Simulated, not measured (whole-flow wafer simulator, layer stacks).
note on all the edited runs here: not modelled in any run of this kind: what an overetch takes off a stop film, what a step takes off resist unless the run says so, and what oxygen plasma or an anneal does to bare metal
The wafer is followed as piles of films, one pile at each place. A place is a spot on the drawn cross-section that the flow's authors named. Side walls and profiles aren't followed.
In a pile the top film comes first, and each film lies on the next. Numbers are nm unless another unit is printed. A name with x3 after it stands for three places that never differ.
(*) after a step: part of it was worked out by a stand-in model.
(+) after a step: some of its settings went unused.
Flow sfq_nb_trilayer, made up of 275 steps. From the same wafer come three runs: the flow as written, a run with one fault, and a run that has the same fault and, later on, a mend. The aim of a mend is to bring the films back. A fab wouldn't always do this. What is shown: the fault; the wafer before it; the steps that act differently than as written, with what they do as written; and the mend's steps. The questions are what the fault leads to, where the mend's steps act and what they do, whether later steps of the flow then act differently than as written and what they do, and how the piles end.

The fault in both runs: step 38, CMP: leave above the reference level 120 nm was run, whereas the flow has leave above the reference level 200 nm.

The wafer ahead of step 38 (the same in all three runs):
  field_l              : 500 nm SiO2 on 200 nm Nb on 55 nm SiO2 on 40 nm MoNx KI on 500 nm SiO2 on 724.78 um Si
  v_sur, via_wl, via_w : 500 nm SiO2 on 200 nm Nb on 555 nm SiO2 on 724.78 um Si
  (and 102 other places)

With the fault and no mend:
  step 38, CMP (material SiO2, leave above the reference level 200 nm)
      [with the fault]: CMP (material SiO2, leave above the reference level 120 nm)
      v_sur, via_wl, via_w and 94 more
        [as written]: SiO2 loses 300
        [with the fault]: SiO2 loses 380
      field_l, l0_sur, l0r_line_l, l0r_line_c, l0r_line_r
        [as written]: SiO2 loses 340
        [with the fault]: SiO2 loses 420
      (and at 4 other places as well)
  Later steps of the flow acting differently than as written (not shown: 3 more steps that differ only slightly, by at most 2% or 0.5 nm, whichever is larger):
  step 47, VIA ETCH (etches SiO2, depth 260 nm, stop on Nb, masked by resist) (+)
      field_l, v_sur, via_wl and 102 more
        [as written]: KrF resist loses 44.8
        [with the fault]: KrF resist loses 31
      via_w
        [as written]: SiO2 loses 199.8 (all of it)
        [with the fault]: SiO2 loses 119.8 (all of it)
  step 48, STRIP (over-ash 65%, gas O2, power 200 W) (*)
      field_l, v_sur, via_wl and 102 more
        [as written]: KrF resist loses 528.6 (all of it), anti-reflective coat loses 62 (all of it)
        [with the fault]: KrF resist loses 542.4 (all of it), anti-reflective coat loses 62 (all of it)
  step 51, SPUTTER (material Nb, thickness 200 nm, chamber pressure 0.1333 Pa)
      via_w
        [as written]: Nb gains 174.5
        [with the fault]: Nb gains 190.6
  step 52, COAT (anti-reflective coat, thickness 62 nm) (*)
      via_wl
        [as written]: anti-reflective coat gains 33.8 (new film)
        [with the fault]: anti-reflective coat gains 38.4 (new film)
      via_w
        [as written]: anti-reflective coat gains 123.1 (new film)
        [with the fault]: anti-reflective coat gains 105 (new film)
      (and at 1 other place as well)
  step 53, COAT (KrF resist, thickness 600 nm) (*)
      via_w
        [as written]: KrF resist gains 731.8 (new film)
        [with the fault]: KrF resist gains 666.9 (new film)
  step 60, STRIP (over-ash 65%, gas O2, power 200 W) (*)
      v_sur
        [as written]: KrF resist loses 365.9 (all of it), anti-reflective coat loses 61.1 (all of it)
        [with the fault]: KrF resist loses 373.4 (all of it), anti-reflective coat loses 60.4 (all of it)
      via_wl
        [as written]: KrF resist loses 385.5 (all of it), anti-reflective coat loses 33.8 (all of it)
        [with the fault]: KrF resist loses 391 (all of it), anti-reflective coat loses 38.4 (all of it)
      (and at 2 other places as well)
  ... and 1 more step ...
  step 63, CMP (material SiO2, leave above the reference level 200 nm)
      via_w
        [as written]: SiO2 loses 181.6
        [with the fault]: SiO2 loses 171.6
  The piles end different from the flow's at field_l, v_sur, via_wl and 103 more by more than 2% or 0.5 nm, whichever is larger.
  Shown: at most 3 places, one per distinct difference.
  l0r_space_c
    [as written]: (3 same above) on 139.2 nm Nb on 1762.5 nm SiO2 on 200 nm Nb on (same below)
    [with the fault]: (3 same above) on 139.2 nm Nb on 1682.5 nm SiO2 on 200 nm Nb on (same below)
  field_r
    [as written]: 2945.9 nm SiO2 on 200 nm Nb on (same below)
    [with the fault]: 2865.9 nm SiO2 on 200 nm Nb on (same below)
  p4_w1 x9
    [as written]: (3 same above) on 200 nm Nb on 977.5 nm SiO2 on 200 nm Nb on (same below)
    [with the fault]: (3 same above) on 200 nm Nb on 897.5 nm SiO2 on 200 nm Nb on (same below)

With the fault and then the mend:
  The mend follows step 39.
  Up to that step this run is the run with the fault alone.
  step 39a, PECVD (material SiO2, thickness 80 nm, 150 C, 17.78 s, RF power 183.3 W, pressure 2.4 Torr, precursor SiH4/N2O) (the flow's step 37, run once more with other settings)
      field_l, v_sur, via_wl and 103 more
        SiO2 gains 80
  Later steps of the flow that are run all act as written at every place that is followed.
  The piles end the same as the flow's at every place that both follow.
